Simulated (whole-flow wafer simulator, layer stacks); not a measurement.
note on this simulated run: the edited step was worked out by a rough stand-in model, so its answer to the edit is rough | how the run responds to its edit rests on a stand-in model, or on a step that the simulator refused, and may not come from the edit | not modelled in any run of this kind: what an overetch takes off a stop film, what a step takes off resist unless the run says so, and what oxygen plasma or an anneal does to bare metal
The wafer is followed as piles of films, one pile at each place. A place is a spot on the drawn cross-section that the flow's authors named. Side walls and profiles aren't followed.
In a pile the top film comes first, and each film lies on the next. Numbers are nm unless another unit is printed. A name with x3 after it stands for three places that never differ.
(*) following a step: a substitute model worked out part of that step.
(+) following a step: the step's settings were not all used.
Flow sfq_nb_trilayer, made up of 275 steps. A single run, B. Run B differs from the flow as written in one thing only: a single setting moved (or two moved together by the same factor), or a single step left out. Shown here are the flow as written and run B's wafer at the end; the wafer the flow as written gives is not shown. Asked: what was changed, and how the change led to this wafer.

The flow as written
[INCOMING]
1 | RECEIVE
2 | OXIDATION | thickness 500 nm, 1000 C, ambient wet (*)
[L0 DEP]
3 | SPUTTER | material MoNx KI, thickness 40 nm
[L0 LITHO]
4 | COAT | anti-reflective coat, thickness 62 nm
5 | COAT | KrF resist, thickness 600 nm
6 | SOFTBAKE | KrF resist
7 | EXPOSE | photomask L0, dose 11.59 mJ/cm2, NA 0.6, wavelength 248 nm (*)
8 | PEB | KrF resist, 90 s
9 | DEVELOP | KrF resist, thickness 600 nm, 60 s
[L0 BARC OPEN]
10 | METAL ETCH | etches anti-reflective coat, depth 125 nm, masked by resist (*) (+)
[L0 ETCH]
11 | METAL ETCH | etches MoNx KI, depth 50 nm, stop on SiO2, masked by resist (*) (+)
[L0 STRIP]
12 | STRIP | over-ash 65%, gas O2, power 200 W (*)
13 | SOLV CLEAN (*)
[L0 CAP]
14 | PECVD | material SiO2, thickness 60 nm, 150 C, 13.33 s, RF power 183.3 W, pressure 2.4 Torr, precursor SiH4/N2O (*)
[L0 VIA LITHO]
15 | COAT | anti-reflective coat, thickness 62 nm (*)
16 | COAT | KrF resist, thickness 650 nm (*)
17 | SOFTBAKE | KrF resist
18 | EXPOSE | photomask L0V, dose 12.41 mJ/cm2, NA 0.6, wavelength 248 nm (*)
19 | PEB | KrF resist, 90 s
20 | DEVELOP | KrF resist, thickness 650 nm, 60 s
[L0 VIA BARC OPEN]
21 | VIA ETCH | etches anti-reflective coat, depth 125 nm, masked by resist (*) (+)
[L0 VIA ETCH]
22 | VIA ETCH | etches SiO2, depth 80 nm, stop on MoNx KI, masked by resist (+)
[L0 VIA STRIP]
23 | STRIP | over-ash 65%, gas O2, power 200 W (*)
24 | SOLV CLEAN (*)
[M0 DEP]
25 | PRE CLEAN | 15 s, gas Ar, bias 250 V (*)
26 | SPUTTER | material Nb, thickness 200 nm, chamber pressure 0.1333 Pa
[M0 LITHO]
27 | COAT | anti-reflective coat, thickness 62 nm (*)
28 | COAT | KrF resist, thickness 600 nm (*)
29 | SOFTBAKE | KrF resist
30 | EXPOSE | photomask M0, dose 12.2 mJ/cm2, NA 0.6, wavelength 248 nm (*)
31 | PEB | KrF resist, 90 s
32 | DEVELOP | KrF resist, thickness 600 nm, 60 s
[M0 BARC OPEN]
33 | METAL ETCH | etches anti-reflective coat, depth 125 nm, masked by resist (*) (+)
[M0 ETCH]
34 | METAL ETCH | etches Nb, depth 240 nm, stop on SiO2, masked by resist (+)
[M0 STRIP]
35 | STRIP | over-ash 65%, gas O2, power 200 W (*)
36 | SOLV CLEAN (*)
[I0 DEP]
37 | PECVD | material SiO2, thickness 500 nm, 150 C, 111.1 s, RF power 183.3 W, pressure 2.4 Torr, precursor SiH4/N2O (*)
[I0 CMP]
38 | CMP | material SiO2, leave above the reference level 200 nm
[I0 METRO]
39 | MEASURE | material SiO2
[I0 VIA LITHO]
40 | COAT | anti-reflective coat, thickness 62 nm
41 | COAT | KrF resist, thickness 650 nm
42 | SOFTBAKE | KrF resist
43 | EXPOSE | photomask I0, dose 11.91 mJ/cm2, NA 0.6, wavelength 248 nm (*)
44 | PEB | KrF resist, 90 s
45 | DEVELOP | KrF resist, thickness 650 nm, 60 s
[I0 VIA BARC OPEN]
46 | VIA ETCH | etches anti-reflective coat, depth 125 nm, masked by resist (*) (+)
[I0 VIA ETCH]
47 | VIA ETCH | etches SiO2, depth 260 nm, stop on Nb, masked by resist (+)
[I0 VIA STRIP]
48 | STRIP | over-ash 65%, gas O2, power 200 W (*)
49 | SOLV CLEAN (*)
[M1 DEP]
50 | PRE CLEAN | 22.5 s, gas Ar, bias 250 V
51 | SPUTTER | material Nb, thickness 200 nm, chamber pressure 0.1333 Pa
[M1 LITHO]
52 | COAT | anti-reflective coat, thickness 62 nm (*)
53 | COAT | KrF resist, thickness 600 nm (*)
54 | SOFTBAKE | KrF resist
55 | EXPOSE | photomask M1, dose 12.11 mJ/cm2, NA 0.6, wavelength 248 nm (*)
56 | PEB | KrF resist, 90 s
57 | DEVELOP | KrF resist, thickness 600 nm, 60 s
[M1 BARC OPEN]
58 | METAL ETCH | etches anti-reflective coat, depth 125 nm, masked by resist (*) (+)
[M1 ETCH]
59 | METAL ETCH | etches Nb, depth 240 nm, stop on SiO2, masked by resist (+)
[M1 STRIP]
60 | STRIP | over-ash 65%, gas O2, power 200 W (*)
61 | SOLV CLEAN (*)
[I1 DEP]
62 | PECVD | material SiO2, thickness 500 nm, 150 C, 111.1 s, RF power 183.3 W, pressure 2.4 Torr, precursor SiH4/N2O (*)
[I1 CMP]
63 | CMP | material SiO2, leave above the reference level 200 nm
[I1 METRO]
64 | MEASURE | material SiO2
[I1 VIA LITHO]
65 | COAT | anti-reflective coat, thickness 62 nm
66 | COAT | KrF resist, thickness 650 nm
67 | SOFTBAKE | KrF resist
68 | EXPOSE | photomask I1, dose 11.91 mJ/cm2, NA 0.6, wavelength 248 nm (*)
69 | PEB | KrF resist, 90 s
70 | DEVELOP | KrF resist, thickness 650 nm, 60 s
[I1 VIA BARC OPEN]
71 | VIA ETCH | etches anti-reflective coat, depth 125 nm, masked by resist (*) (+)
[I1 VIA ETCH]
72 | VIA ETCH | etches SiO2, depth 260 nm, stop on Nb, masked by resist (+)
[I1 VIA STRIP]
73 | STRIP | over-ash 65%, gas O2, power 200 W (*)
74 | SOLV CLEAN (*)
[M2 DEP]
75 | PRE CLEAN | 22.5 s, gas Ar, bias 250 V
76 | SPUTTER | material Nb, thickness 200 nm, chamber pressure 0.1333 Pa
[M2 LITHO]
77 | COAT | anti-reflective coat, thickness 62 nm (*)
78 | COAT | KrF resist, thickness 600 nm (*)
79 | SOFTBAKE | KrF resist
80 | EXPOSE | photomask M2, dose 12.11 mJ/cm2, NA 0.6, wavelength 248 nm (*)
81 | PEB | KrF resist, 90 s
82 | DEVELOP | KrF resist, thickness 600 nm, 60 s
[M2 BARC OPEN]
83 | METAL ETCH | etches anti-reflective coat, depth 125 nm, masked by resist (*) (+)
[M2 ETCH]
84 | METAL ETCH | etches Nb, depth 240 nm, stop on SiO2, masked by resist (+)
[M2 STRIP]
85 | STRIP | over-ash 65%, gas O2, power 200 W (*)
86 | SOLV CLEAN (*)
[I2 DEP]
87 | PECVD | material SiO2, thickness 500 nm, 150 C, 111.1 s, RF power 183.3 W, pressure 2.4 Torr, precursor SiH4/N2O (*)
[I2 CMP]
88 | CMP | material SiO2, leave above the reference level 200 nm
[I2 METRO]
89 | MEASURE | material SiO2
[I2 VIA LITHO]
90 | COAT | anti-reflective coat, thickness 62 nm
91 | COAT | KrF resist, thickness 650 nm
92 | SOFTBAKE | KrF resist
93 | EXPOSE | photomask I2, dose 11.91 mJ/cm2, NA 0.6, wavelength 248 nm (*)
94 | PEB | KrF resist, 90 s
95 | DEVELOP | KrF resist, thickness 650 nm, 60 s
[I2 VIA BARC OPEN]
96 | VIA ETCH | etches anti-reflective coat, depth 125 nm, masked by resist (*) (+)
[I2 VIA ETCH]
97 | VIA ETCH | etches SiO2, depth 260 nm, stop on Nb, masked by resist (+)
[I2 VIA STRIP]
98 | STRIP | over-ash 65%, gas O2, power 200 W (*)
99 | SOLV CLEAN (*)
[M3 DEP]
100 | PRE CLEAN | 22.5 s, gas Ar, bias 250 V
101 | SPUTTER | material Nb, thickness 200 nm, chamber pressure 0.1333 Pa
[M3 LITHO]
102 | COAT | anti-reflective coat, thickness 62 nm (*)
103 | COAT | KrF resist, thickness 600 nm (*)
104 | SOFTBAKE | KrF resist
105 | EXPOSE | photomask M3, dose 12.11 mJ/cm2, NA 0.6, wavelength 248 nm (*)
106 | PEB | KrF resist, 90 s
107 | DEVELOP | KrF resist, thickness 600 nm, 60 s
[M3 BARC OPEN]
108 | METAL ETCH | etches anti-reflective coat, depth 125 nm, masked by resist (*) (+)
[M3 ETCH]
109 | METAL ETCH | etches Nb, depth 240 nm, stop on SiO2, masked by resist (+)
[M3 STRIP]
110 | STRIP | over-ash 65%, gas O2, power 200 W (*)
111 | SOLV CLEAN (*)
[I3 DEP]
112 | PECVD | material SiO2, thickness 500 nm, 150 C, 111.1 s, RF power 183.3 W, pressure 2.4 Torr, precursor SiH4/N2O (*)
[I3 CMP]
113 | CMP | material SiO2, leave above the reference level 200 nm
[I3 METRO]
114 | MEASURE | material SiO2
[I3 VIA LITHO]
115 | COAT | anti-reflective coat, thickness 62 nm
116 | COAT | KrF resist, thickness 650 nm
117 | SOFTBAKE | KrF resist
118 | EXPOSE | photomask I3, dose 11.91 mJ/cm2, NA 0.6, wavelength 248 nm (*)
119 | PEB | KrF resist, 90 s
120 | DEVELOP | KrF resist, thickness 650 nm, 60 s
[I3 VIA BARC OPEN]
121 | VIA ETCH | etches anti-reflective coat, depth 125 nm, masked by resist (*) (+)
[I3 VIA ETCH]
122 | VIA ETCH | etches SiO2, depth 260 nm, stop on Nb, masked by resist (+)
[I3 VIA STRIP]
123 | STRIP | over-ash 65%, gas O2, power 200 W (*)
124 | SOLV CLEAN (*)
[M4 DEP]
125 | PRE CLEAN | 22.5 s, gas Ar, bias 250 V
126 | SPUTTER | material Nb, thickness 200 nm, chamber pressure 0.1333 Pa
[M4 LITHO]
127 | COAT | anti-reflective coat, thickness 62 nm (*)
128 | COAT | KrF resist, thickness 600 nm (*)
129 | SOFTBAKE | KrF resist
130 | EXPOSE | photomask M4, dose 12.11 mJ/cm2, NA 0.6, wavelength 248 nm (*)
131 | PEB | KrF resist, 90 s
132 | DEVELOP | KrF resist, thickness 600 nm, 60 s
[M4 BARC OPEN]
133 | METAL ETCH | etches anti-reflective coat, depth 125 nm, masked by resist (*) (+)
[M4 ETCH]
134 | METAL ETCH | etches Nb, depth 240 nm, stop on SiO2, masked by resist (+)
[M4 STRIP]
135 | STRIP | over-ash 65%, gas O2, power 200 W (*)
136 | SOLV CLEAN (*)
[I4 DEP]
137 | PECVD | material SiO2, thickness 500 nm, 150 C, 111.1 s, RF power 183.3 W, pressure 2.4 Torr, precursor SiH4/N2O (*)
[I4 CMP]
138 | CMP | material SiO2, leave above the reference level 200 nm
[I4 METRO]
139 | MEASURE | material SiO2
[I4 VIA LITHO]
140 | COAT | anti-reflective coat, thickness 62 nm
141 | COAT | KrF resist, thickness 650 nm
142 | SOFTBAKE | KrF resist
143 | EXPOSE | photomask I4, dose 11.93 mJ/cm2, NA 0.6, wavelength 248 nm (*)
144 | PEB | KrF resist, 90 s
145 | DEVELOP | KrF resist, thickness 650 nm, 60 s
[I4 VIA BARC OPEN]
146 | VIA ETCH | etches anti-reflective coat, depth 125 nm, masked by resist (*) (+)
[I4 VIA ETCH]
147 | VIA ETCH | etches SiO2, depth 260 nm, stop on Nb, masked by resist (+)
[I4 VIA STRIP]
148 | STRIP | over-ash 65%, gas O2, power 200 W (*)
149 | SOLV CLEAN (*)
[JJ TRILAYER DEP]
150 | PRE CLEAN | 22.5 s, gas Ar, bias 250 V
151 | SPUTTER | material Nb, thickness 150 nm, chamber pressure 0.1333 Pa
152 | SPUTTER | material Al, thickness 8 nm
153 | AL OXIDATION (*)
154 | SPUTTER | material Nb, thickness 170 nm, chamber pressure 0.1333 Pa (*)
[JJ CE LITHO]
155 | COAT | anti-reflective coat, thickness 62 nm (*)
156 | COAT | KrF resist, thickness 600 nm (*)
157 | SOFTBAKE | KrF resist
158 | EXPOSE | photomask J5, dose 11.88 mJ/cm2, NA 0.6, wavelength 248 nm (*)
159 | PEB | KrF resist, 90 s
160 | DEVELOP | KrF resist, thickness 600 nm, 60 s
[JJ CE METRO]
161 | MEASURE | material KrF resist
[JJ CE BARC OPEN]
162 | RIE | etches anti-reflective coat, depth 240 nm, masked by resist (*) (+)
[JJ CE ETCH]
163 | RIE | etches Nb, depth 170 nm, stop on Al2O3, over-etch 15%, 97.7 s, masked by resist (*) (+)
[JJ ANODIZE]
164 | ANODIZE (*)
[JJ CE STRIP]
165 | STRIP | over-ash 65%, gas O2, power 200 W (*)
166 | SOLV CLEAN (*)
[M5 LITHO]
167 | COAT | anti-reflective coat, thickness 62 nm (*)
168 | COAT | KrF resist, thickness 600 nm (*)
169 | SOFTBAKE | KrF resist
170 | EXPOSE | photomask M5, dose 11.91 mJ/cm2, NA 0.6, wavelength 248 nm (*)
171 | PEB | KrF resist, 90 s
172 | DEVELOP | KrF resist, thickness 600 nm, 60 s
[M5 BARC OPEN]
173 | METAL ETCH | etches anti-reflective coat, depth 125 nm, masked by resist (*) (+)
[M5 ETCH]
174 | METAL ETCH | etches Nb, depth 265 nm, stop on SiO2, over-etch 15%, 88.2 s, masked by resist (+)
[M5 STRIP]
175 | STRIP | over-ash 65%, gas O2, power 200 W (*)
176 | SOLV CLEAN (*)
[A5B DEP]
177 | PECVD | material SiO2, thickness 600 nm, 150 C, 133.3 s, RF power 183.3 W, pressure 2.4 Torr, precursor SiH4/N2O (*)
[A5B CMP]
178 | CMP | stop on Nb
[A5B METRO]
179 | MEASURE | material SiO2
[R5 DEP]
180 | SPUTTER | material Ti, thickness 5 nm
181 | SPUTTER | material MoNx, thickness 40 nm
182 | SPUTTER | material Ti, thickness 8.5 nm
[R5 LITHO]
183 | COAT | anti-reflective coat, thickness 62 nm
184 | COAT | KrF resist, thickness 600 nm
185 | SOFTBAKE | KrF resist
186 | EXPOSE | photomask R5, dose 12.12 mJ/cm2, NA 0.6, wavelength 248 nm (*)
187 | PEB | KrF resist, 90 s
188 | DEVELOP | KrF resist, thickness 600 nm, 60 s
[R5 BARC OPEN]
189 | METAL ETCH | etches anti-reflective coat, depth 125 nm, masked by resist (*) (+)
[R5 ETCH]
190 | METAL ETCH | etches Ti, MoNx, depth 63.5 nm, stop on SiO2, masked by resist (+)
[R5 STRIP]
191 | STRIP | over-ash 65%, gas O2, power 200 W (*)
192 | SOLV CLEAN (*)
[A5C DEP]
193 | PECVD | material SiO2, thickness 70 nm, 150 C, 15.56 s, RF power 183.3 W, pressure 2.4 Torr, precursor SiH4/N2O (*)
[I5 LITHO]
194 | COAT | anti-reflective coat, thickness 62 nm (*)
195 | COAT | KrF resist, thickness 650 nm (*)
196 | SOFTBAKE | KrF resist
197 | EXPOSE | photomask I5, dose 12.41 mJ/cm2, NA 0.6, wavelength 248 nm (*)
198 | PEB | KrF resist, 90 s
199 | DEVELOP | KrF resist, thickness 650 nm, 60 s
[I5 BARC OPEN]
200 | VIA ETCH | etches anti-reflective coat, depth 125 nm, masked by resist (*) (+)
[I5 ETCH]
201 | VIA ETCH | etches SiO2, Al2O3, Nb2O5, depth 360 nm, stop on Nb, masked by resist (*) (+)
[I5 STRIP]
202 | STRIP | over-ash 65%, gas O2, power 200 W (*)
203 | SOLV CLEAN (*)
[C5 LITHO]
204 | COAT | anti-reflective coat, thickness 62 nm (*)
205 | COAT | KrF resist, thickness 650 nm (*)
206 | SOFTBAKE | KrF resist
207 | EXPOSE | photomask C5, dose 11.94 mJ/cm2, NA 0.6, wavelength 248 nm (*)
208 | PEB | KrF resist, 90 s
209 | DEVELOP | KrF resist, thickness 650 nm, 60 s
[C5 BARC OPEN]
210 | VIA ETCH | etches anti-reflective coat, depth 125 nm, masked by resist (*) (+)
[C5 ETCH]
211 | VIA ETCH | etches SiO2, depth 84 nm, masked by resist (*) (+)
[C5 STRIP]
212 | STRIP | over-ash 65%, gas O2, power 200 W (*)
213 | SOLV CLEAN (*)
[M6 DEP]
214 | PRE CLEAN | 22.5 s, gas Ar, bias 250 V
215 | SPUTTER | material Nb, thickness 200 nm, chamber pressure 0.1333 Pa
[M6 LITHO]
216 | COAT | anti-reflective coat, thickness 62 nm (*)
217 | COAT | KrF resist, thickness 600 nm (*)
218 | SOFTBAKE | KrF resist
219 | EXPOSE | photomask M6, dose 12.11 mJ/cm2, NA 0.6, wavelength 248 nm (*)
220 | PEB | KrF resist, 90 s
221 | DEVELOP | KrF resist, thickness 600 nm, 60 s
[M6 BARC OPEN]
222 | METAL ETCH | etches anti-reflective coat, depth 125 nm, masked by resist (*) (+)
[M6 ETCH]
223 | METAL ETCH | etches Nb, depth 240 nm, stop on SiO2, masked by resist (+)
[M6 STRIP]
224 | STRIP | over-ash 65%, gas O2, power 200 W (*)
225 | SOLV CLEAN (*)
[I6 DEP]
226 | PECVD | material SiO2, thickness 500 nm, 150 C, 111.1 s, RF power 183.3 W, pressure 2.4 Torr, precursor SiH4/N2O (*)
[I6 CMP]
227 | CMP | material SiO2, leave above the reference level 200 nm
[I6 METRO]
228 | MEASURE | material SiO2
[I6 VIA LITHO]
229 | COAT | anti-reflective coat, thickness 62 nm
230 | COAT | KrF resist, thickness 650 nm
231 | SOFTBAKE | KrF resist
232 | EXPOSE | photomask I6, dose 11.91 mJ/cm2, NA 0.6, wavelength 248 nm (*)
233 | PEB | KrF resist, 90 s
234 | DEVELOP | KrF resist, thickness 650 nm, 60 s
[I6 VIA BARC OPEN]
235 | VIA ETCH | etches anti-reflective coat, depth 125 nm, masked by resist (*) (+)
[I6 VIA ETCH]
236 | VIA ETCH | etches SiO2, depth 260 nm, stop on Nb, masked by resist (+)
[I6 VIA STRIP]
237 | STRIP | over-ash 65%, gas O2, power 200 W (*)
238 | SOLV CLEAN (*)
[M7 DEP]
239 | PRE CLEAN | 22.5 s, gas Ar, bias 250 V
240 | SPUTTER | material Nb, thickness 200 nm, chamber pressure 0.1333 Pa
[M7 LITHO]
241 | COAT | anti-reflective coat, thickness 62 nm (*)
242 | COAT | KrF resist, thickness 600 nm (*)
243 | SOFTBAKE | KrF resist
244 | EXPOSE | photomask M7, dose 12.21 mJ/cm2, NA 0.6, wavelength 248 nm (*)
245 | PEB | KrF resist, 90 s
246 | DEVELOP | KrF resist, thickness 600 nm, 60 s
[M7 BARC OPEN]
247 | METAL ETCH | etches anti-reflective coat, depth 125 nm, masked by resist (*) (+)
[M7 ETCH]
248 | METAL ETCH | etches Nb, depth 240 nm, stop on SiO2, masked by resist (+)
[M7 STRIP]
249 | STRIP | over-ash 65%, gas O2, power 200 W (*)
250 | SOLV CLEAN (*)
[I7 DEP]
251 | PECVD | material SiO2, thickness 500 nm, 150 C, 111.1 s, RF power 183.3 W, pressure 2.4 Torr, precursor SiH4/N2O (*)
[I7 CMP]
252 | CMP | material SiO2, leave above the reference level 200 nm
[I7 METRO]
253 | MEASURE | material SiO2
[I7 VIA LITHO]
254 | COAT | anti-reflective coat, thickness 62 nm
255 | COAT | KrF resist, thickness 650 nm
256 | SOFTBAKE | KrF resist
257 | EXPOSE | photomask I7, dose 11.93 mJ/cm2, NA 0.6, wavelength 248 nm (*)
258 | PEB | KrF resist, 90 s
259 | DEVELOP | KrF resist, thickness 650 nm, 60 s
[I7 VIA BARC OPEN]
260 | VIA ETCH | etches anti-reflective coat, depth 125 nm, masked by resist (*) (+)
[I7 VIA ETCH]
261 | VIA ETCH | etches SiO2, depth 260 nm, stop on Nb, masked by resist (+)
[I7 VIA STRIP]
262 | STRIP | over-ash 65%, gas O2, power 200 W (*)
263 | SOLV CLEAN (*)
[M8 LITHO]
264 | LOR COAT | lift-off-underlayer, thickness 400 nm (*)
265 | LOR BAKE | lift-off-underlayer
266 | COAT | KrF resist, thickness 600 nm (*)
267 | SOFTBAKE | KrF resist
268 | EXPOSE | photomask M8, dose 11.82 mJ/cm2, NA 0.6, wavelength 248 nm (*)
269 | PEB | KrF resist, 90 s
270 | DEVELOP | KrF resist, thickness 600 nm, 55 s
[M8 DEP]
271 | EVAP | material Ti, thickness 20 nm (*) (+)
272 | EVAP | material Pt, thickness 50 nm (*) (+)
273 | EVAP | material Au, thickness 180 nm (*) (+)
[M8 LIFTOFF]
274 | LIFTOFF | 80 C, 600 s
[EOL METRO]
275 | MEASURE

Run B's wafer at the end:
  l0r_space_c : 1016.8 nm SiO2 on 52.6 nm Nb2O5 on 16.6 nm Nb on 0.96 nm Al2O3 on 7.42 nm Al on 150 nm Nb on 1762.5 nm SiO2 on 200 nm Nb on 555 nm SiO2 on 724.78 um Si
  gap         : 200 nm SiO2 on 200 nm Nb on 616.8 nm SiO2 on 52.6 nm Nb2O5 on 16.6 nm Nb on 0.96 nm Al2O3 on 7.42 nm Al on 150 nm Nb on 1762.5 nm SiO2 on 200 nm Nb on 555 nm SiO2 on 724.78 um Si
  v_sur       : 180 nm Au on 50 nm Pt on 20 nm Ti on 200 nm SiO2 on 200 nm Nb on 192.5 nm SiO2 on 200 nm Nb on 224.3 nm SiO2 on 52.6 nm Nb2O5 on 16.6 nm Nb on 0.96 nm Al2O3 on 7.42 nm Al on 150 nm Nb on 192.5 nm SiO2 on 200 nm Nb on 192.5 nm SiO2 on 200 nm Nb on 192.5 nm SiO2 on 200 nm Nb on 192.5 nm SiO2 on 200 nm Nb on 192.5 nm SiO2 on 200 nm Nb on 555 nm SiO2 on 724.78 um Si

Cause: step 154, SPUTTER: thickness 231 nm was run, though the flow has thickness 170 nm.

Step by step, how the change led to this:
  154 | SPUTTER | material Nb, thickness 170 nm, chamber pressure 0.1333 Pa (*)
      field_l, v_sur, via_sp and 100 more: +231 Nb (new film) (in the flow as written it would be: +170 Nb (new film))
      via_wl, via_wr: +191.7 Nb (new film) (in the flow as written it would be: +140.7 Nb (new film))
      (as well as at 1 more place)
  155 | COAT | anti-reflective coat, thickness 62 nm (*)
      via_wl, via_wr: +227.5 anti-reflective coat (new film) (in the flow as written it would be: +209.4 anti-reflective coat (new film))
      via_w: +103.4 anti-reflective coat (new film) (in the flow as written it would be: +97.4 anti-reflective coat (new film))
  162 | RIE | etches anti-reflective coat, depth 240 nm, masked by resist (*) (+)
      ce_l, c5j, ce_r, wl_jj: -227.5 KrF resist (in the flow as written it would be: -209.4 KrF resist)
      via_wl, via_wr: -227.5 anti-reflective coat (all of it) (in the flow as written it would be: -209.4 anti-reflective coat (all of it))
      (as well as at 1 more place)
  163 | RIE | etches Nb, depth 170 nm, stop on Al2O3, over-etch 15%, 97.7 s, masked by resist (*) (+)
      field_l, v_sur, via_sp and 96 more: -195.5 Nb (in the flow as written it would be: -170 Nb (all of it), -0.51 Al2O3)
      via_wl, via_wr: -191.7 Nb (all of it), -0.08 Al2O3 (in the flow as written it would be: -140.7 Nb (all of it), -0.96 Al2O3 (all of it))
      (as well as at 1 more place)
  164 | ANODIZE (*)
      field_l, v_sur, via_sp and 96 more: +52.6 Nb2O5 (new film), -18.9 Nb (in the flow as written it would be: +12.2 Al2O3, +29.9 Nb2O5 (new film), -7.42 Al (all of it), -10.8 Nb)
      via_wl, via_wr: +7.52 Al2O3, +37.6 Nb2O5 (new film), -4.56 Al (all of it), -13.5 Nb (in the flow as written it would be: +7.52 Al2O3 (new film), +39.2 Nb2O5 (new film), -4.56 Al (all of it), -14.1 Nb)
      (as well as at 1 more place)
  165 | STRIP | over-ash 65%, gas O2, power 200 W (*)
      c5j, ce_r: -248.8 KrF resist (all of it), -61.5 anti-reflective coat (all of it) (in the flow as written it would be: -266.9 KrF resist (all of it), -61.5 anti-reflective coat (all of it))
      ce_l: -248.7 KrF resist (all of it), -61.4 anti-reflective coat (all of it) (in the flow as written it would be: -266.8 KrF resist (all of it), -61.4 anti-reflective coat (all of it))
      (as well as at 1 more place)
  167 | COAT | anti-reflective coat, thickness 62 nm (*)
      wl_j_sl, wl_j_sr: +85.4 anti-reflective coat (new film) (in the flow as written it would be: +83.3 anti-reflective coat (new film))
      via_wl: +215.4 anti-reflective coat (new film) (in the flow as written it would be: +170.5 anti-reflective coat (new film))
      (as well as at 8 more places)
  168 | COAT | KrF resist, thickness 600 nm (*)
      via_w: +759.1 KrF resist (new film) (in the flow as written it would be: +732.6 KrF resist (new film))
  174 | METAL ETCH | etches Nb, depth 265 nm, stop on SiO2, over-etch 15%, 88.2 s, masked by resist (+)
      field_l, r_sur, res and 50 more: -52.6 Nb2O5 (all of it), -16.6 Nb (all of it), -0.96 Al2O3 (all of it), -7.42 Al (all of it), -150 Nb (all of it) (in the flow as written it would be: -12.6 Al2O3 (all of it), -29.9 Nb2O5 (all of it), -139.2 Nb (all of it), -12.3 SiO2)
  175 | STRIP | over-ash 65%, gas O2, power 200 W (*)
      via_wl: -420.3 KrF resist (all of it), -215.4 anti-reflective coat (all of it) (in the flow as written it would be: -427 KrF resist (all of it), -170.5 anti-reflective coat (all of it))
      via_w: -529.8 KrF resist (all of it), -93.8 anti-reflective coat (all of it) (in the flow as written it would be: -503.5 KrF resist (all of it), -84.1 anti-reflective coat (all of it))
      (as well as at 9 more places)
  178 | CMP | stop on Nb
      v_sur, via_sp, via_v and 43 more: -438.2 SiO2 (in the flow as written it would be: -453.5 SiO2)
      field_l, p4_fl, p4_fm and 39 more: -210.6 SiO2 (in the flow as written it would be: -259.3 SiO2)
      (as well as at 14 more places)
  201 | VIA ETCH | etches SiO2, Al2O3, Nb2O5, depth 360 nm, stop on Nb, masked by resist (*) (+)
      be: -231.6 SiO2 (all of it), -52.6 Nb2O5 (all of it) (in the flow as written it would be: -216.4 SiO2 (all of it), -12.7 Al2O3 (all of it), -29.9 Nb2O5 (all of it))
  204 | COAT | anti-reflective coat, thickness 62 nm (*)
      be: +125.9 anti-reflective coat (new film) (in the flow as written it would be: +122.2 anti-reflective coat (new film))
  205 | COAT | KrF resist, thickness 650 nm (*)
      be: +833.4 KrF resist (new film) (in the flow as written it would be: +815.3 KrF resist (new film))
  212 | STRIP | over-ash 65%, gas O2, power 200 W (*)
      be: -746.2 KrF resist (all of it), -125.9 anti-reflective coat (all of it) (in the flow as written it would be: -728.2 KrF resist (all of it), -122.2 anti-reflective coat (all of it))
  215 | SPUTTER | material Nb, thickness 200 nm, chamber pressure 0.1333 Pa
      be: +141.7 Nb (in the flow as written it would be: +147.3 Nb)
  ... another 3 steps ...
  226 | PECVD | material SiO2, thickness 500 nm, 150 C, 111.1 s, RF power 183.3 W, pressure 2.4 Torr, precursor SiH4/N2O (*)
      be: +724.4 SiO2 (new film) (in the flow as written it would be: +693.5 SiO2 (new film))
If metal films that touch count as one body, l0r_space_c has 3 bodies (between them, from the top down: Al2O3 0.96; SiO2 1762.5); the flow as written gives 2 bodies (between them, from the top down: SiO2 1762.5).
If metal films that touch count as one body, gap has 4 bodies (between them, from the top down: SiO2 616.8 / Nb2O5 52.6; Al2O3 0.96; SiO2 1762.5); the flow as written gives 3 bodies (between them, from the top down: SiO2 601.5 / Al2O3 12.7 / Nb2O5 29.9; SiO2 1762.5).
If metal films that touch count as one body, v_sur has 10 bodies (between them, from the top down: SiO2 200; SiO2 192.5; SiO2 224.3 / Nb2O5 52.6; Al2O3 0.96; SiO2 192.5; SiO2 192.5; SiO2 192.5; SiO2 192.5; SiO2 192.5); the flow as written gives 9 bodies (between them, from the top down: SiO2 200; SiO2 192.5; SiO2 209 / Al2O3 12.7 / Nb2O5 29.9; SiO2 192.5; SiO2 192.5; SiO2 192.5; SiO2 192.5; SiO2 192.5).
